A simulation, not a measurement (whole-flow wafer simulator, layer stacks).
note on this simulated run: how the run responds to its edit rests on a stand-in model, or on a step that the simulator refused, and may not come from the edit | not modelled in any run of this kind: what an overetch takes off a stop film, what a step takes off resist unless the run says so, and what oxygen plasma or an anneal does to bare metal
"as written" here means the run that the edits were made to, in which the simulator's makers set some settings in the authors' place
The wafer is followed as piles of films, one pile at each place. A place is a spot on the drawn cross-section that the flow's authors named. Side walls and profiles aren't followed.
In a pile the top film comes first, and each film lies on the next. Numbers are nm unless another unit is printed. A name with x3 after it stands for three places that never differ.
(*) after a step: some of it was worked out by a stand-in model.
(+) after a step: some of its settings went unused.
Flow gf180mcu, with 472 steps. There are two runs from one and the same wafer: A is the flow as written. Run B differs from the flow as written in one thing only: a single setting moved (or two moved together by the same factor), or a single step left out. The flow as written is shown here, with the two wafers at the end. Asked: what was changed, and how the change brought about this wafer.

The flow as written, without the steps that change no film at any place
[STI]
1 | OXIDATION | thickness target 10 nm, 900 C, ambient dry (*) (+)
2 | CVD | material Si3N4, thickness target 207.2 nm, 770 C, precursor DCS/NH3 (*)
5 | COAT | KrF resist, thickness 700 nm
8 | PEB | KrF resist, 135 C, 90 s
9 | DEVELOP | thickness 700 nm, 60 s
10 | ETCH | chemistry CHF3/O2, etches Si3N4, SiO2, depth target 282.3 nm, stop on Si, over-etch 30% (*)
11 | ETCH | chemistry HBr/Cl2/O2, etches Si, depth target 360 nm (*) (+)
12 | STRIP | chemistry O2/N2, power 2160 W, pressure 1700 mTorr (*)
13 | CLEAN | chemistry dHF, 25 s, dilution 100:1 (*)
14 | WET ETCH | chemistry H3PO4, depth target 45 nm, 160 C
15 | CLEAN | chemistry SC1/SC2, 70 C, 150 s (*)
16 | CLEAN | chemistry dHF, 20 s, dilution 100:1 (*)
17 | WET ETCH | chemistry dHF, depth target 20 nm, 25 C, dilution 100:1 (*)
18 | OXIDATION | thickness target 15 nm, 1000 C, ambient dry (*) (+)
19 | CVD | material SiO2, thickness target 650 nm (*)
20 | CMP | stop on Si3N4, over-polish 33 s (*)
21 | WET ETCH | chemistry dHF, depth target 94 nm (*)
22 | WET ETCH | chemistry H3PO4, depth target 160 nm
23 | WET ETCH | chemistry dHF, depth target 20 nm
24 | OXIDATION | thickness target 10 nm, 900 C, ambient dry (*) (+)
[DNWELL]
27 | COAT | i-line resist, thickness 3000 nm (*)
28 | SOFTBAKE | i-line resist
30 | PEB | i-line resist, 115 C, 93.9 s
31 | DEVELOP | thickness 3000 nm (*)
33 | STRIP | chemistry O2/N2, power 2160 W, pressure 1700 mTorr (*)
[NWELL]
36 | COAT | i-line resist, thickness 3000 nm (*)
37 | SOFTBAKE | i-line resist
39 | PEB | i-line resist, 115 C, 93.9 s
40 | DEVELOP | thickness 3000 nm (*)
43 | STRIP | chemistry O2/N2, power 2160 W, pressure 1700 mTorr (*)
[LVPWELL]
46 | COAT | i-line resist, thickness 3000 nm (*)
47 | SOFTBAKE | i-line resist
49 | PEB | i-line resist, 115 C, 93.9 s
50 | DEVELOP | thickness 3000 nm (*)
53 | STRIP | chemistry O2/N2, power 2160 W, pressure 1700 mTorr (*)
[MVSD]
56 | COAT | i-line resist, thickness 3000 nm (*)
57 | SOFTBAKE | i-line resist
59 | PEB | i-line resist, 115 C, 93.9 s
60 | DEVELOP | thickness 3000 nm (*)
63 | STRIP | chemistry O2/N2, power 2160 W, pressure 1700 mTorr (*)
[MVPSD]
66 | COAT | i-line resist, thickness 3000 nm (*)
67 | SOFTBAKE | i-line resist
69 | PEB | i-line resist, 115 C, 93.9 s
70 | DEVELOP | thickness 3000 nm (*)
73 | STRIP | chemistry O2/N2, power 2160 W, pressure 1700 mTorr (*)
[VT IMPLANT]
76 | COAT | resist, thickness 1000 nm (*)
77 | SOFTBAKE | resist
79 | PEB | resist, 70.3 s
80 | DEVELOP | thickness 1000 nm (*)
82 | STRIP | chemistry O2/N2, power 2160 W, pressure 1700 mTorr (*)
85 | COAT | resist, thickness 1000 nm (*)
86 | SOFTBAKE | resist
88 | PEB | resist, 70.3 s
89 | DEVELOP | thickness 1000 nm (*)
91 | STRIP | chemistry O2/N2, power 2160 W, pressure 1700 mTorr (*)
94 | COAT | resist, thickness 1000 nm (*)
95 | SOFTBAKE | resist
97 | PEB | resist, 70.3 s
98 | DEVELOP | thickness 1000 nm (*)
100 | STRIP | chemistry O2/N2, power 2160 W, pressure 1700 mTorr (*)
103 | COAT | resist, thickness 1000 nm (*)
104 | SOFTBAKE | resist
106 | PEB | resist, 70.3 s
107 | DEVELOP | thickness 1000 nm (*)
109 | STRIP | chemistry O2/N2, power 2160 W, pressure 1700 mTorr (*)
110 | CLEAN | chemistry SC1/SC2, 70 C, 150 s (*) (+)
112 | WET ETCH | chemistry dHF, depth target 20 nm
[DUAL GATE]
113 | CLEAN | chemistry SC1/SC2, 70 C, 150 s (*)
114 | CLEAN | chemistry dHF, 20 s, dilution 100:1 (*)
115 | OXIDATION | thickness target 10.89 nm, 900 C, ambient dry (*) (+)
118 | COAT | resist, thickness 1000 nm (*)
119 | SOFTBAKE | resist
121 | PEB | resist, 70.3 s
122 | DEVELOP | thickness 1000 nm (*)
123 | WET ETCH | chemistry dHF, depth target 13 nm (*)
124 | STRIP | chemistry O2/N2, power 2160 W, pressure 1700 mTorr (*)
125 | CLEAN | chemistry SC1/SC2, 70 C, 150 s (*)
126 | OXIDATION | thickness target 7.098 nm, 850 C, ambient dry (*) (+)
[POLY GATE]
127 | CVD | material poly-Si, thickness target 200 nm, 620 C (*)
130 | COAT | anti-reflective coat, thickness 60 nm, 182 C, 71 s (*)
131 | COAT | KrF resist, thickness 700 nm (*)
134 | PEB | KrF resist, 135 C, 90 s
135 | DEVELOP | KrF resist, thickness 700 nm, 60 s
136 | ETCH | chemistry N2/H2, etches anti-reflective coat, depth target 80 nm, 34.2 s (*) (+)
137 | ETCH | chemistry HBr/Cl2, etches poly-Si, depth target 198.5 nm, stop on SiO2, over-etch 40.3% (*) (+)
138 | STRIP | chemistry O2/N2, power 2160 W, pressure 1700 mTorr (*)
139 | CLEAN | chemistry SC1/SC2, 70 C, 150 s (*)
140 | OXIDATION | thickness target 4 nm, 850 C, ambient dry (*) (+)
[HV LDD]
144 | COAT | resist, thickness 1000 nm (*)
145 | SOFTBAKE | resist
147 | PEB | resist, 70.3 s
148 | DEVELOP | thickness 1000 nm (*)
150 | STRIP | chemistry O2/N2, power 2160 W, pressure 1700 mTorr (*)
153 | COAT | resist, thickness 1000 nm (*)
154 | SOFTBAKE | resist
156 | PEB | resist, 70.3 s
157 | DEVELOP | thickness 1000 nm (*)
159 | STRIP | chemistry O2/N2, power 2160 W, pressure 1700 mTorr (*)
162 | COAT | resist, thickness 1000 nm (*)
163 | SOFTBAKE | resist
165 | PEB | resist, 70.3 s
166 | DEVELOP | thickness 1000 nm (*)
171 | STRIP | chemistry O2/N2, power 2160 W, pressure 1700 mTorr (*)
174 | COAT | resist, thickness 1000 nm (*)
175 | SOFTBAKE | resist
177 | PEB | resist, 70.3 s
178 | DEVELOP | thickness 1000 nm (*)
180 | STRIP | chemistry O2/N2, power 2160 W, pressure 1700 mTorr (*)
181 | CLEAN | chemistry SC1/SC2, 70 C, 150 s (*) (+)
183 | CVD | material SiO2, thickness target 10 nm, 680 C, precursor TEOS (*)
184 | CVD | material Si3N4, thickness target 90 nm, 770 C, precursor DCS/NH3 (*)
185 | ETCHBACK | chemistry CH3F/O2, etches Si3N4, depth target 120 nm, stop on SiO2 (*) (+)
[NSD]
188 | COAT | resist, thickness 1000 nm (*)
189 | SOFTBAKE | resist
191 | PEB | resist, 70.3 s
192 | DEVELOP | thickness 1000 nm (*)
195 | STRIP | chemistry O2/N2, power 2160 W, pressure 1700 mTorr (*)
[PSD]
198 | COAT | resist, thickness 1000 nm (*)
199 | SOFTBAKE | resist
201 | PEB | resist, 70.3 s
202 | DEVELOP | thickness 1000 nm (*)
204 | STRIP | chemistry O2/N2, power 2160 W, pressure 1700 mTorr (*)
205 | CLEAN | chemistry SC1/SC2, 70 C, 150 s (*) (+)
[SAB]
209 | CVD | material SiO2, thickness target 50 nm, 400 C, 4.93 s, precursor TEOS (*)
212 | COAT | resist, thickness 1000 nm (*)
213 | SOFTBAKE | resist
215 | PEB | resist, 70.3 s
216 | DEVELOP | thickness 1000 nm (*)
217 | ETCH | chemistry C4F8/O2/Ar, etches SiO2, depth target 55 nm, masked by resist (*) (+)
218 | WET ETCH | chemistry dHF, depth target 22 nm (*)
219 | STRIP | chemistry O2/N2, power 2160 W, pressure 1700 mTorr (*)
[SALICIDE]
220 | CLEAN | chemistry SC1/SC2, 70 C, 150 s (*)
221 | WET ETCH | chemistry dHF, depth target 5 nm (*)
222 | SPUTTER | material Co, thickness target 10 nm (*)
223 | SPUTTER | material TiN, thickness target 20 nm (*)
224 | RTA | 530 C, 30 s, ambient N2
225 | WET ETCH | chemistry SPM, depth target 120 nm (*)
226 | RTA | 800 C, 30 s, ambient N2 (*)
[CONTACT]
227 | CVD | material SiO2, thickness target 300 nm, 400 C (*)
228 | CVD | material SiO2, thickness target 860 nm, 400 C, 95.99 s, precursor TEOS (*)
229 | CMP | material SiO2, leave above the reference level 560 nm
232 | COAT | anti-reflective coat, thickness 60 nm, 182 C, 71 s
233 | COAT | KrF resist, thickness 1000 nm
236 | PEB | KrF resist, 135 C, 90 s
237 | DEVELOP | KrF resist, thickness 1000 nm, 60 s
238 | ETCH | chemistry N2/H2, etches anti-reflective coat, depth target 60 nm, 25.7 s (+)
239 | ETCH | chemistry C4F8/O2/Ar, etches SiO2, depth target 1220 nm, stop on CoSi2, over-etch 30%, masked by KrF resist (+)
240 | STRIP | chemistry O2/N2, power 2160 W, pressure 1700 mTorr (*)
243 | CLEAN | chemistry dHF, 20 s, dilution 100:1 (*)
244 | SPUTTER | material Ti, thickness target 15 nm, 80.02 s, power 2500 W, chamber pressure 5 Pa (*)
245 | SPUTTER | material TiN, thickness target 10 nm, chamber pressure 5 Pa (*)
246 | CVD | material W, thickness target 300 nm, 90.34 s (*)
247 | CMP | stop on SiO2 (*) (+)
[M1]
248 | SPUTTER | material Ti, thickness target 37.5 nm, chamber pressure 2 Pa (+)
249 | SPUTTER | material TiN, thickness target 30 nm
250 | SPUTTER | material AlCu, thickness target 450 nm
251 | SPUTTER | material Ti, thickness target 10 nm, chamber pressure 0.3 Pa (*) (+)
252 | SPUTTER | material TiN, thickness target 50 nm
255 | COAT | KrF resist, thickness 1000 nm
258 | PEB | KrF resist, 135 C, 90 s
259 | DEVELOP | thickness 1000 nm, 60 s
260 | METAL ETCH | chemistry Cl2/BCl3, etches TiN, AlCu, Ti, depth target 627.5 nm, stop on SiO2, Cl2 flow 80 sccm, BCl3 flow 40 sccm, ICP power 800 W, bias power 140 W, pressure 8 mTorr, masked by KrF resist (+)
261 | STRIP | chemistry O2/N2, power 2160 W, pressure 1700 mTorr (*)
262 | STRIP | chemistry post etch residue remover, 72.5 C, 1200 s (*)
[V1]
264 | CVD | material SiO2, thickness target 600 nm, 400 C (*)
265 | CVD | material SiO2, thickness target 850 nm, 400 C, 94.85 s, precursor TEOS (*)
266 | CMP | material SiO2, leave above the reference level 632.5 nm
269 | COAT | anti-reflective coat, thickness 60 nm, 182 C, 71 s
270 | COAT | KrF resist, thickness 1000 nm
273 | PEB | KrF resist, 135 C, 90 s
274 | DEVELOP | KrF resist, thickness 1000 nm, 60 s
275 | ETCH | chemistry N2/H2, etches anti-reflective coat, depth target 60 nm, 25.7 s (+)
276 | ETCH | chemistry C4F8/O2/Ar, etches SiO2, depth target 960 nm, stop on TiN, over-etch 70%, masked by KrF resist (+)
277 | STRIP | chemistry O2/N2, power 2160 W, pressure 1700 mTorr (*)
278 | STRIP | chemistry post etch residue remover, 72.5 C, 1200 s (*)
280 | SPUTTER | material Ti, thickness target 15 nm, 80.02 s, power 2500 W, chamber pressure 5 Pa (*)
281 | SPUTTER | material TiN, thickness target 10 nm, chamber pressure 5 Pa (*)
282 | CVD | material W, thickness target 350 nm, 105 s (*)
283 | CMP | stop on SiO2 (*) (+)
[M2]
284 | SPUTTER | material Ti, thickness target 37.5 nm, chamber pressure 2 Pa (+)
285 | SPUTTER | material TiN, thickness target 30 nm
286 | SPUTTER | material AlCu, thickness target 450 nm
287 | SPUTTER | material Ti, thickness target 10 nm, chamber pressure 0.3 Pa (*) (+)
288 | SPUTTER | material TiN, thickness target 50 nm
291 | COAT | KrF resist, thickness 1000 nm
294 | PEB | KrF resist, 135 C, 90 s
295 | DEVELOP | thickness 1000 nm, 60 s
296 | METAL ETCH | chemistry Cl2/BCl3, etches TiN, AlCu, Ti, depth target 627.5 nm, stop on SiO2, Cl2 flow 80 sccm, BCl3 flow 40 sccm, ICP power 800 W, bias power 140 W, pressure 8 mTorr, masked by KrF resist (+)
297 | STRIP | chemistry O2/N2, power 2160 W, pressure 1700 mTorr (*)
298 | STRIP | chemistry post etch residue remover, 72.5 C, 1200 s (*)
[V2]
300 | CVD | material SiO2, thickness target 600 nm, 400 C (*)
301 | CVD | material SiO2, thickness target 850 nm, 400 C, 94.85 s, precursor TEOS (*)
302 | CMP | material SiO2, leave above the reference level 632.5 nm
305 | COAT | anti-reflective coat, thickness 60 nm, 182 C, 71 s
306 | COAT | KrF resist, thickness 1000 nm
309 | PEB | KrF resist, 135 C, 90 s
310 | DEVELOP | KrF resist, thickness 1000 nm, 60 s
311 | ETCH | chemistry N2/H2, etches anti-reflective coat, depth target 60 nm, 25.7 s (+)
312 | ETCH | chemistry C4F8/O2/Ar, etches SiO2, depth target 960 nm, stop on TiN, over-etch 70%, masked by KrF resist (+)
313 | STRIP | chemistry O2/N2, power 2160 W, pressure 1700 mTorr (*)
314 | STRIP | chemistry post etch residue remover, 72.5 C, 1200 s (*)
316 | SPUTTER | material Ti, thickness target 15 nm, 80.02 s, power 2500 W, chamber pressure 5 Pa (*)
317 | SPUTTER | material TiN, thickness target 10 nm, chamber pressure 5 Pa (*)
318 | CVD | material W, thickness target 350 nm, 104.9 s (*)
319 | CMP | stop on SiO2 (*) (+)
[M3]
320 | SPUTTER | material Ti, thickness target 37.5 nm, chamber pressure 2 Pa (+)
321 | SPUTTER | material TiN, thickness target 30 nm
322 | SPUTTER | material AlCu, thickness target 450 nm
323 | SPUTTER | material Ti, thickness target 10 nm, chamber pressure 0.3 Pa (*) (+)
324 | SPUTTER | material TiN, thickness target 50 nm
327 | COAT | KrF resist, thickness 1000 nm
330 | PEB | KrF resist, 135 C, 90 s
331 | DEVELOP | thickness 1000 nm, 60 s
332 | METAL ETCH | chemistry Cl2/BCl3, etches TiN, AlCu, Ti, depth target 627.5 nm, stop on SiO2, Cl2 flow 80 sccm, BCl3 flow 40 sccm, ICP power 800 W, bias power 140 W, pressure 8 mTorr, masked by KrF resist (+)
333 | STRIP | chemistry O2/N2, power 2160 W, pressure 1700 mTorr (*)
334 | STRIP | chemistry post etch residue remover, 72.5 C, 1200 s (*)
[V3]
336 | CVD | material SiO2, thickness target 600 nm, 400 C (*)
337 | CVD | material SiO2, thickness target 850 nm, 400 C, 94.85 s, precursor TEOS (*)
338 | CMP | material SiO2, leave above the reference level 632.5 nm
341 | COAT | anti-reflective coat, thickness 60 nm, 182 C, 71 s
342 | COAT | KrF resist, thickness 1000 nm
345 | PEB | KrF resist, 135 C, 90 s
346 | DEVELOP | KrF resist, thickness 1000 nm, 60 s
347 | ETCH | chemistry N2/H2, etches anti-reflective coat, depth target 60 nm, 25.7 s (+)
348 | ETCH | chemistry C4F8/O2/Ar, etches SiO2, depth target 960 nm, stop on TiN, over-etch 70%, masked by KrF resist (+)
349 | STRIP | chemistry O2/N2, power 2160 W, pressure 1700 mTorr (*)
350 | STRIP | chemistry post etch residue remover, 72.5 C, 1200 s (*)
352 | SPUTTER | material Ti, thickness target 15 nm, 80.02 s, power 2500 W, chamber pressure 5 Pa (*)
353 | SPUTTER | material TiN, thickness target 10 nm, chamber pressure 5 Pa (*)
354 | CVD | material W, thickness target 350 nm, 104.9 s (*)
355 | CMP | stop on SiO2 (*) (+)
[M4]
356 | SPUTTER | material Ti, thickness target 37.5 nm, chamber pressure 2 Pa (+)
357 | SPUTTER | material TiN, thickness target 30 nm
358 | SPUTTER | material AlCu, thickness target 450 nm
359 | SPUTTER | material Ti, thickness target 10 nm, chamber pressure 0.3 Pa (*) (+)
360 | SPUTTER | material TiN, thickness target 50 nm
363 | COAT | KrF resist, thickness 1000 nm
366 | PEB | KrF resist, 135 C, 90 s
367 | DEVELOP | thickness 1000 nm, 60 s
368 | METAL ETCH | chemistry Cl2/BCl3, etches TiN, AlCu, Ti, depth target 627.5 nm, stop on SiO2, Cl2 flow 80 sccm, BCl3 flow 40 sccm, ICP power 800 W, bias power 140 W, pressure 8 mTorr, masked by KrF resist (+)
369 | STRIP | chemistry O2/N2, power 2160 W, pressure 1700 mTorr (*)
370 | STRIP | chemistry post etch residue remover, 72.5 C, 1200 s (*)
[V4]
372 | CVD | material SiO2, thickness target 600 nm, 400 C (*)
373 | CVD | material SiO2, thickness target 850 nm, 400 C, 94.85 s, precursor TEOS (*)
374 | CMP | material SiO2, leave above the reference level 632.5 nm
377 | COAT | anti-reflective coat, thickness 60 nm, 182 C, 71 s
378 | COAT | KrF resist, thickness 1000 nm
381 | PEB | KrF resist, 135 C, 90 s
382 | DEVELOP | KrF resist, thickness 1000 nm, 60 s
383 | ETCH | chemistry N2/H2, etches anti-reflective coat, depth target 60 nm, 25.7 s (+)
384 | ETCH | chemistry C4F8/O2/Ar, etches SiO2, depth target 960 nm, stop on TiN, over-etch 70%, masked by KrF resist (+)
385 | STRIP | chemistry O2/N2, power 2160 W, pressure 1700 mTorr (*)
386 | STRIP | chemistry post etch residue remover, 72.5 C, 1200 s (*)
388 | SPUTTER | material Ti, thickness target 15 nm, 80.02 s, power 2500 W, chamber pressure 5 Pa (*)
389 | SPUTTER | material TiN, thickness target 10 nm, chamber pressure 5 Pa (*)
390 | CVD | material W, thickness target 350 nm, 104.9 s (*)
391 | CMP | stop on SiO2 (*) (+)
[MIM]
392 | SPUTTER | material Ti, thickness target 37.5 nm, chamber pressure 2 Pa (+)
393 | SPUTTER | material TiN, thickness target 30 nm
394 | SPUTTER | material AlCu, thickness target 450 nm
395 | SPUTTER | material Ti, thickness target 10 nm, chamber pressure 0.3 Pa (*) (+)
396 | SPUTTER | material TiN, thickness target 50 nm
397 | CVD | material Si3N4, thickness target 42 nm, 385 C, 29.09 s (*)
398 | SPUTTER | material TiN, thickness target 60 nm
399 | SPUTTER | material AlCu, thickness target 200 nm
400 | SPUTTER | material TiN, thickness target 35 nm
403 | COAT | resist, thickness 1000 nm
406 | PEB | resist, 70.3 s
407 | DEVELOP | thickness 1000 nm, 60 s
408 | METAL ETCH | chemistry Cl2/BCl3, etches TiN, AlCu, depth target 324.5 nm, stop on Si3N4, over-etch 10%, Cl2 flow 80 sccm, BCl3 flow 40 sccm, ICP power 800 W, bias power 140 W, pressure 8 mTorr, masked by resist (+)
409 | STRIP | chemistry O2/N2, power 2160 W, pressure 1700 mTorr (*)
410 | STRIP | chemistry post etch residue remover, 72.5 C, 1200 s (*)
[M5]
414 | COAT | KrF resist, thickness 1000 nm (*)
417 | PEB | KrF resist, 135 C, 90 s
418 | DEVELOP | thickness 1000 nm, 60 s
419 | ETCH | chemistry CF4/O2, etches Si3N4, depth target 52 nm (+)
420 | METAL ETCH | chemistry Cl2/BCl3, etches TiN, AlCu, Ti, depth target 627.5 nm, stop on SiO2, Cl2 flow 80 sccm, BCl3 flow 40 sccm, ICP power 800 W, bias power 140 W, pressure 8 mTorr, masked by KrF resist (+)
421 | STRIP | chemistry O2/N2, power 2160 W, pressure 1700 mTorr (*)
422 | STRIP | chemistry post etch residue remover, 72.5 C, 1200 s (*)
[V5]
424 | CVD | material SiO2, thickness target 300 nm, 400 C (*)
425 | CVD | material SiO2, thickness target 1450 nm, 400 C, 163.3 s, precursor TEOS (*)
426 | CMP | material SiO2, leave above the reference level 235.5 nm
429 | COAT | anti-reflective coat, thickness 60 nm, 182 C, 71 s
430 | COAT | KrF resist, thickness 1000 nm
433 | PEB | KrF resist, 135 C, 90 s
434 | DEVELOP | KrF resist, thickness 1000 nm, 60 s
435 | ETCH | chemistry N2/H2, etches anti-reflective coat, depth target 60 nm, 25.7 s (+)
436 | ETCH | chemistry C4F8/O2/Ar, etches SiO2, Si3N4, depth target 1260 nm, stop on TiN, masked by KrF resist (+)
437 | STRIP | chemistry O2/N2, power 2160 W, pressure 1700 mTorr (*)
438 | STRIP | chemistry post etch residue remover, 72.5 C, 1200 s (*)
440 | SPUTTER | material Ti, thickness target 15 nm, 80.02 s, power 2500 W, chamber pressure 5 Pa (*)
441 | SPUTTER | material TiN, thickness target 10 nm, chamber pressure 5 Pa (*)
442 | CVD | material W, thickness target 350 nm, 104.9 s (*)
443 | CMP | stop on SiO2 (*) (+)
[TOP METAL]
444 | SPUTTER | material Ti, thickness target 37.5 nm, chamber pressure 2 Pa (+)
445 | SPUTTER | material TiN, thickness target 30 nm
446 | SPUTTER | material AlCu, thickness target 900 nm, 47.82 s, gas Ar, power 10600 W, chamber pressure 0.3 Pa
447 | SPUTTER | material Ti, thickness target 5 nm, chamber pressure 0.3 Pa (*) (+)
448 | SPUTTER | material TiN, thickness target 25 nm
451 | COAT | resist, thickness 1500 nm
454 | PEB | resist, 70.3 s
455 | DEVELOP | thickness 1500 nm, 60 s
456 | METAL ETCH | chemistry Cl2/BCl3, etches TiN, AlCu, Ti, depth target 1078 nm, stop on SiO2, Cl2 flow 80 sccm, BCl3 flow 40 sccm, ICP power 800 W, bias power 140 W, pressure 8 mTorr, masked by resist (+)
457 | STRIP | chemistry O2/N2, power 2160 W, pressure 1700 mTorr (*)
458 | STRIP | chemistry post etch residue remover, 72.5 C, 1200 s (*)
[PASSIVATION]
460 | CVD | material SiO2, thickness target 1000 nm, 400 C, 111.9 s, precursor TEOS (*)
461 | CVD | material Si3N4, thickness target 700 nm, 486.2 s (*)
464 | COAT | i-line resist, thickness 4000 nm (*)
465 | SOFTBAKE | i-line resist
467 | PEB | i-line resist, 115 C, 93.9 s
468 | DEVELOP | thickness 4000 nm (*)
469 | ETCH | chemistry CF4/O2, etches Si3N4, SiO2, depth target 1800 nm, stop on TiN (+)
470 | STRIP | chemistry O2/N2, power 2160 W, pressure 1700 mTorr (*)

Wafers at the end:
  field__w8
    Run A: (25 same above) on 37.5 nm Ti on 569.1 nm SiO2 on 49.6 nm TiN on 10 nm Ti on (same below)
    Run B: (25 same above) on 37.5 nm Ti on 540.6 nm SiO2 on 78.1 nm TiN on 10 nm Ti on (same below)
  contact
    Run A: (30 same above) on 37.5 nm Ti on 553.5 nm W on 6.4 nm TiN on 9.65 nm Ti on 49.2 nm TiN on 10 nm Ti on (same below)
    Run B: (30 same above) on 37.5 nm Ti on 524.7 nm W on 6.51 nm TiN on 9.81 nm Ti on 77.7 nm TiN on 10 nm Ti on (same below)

Cause: step 288, SPUTTER: thickness target 78.5 nm was run, though the flow has thickness target 50 nm.

The path from the change to this, step by step:
  288 | SPUTTER | material TiN, thickness target 50 nm
      field, field__w1, field__w2 and 108 more: A TiN gains 50 (new film) | B TiN gains 78.5 (new film)
  296 | METAL ETCH | chemistry Cl2/BCl3, etches TiN, AlCu, Ti, depth target 627.5 nm, stop on SiO2, Cl2 flow 80 sccm, BCl3 flow 40 sccm, ICP power 800 W, bias power 140 W, pressure 8 mTorr, masked by KrF resist (+)
      field, field__w1, field__w2 and 103 more: A TiN loses 50 (all of it), Ti loses 10 (all of it), AlCu loses 450 (all of it), TiN loses 30 (all of it), Ti loses 37.5 (all of it) | B TiN loses 78.5 (all of it), Ti loses 10 (all of it), AlCu loses 450 (all of it), TiN loses 30 (all of it), Ti loses 37.5 (all of it)
  302 | CMP | material SiO2, leave above the reference level 632.5 nm
      field__w8, contact, m1, m1__w1, m1_nw: A SiO2 loses 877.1 | B SiO2 loses 905.6
  312 | ETCH | chemistry C4F8/O2/Ar, etches SiO2, depth target 960 nm, stop on TiN, over-etch 70%, masked by KrF resist (+)
      field, field__w1, field__w2 and 107 more: A KrF resist loses 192 | B KrF resist loses 184.9
      contact: A SiO2 loses 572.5 (all of it) | B SiO2 loses 544 (all of it)
  318 | CVD | material W, thickness target 350 nm, 104.9 s (*)
      contact: A W gains 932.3 (new film) | B W gains 903.5 (new film)
